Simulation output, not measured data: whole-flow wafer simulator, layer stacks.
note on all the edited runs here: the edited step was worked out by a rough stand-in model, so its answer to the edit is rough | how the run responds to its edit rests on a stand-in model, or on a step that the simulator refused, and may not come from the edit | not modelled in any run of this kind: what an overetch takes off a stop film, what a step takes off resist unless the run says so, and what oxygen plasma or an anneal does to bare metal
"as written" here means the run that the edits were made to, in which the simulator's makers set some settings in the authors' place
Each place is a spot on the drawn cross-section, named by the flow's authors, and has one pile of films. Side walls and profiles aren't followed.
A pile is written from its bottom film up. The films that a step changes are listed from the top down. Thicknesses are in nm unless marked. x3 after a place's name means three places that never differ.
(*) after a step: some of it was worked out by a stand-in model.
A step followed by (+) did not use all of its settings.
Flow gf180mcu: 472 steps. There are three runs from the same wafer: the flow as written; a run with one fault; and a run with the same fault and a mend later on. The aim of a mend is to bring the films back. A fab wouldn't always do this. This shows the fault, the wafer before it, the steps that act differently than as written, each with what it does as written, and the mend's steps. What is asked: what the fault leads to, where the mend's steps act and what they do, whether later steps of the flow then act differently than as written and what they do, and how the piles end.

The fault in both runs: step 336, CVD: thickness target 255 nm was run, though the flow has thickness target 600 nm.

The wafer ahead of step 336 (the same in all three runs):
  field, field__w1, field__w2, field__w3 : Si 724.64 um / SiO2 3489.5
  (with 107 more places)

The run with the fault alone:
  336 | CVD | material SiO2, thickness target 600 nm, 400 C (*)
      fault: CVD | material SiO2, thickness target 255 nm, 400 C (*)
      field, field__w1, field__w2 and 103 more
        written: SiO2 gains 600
        fault: SiO2 gains 255
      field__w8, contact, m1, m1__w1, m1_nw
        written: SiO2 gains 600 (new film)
        fault: SiO2 gains 255 (new film)
  Steps further on in the flow that do not act as written (10 other steps are not shown; they differ only slightly, by no more than 2% or 0.5 nm, whichever is larger):
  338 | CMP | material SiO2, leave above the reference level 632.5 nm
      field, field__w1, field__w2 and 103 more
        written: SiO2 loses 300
        fault: nothing
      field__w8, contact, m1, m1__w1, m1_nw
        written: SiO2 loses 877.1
        fault: SiO2 loses 532.1
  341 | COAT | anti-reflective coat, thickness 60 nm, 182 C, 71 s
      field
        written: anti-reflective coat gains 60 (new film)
        fault: anti-reflective coat gains 77.9 (new film)
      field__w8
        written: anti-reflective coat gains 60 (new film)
        fault: anti-reflective coat gains 34.8 (new film)
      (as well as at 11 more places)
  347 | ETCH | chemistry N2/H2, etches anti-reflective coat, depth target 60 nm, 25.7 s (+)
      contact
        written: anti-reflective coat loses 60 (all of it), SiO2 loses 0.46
        fault: anti-reflective coat loses 36.3 (all of it), SiO2 loses 1.07
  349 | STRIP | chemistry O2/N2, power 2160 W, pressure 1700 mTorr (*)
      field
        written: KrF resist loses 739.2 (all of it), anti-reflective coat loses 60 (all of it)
        fault: KrF resist loses 730.4 (all of it), anti-reflective coat loses 77.9 (all of it)
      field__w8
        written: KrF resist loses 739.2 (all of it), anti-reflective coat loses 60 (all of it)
        fault: KrF resist loses 734.7 (all of it), anti-reflective coat loses 34.8 (all of it)
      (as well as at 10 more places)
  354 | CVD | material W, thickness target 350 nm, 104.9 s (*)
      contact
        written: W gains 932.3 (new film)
        fault: W gains 886.9 (new film)
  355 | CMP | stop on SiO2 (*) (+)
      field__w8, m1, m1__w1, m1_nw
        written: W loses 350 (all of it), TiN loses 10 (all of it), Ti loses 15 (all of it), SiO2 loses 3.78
        fault: W loses 350 (all of it), TiN loses 10 (all of it), Ti loses 15 (all of it), SiO2 loses 5.52
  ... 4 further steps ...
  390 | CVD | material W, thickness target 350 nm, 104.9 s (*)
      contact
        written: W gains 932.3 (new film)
        fault: W gains 975.7 (new film)
  The piles end different from the flow's at contact by more than 2% or 0.5 nm, whichever is larger.
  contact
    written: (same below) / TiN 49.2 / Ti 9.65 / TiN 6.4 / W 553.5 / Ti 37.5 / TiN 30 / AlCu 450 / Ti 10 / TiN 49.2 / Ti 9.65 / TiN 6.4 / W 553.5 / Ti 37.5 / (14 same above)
    fault: (same below) / TiN 49.2 / Ti 9.91 / TiN 6.58 / W 508.1 / Ti 37.5 / TiN 30 / AlCu 450 / Ti 10 / TiN 49.2 / Ti 9.41 / TiN 6.5 / W 596.9 / Ti 37.5 / (14 same above)

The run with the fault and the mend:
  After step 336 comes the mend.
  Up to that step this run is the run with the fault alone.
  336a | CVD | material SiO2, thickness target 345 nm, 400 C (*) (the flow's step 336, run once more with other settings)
      field, field__w1, field__w2 and 108 more
        SiO2 gains 345
  Later steps of the flow that are run all act as written at every place that is followed.
  By the end, the piles equal the flow's at every place that both follow.
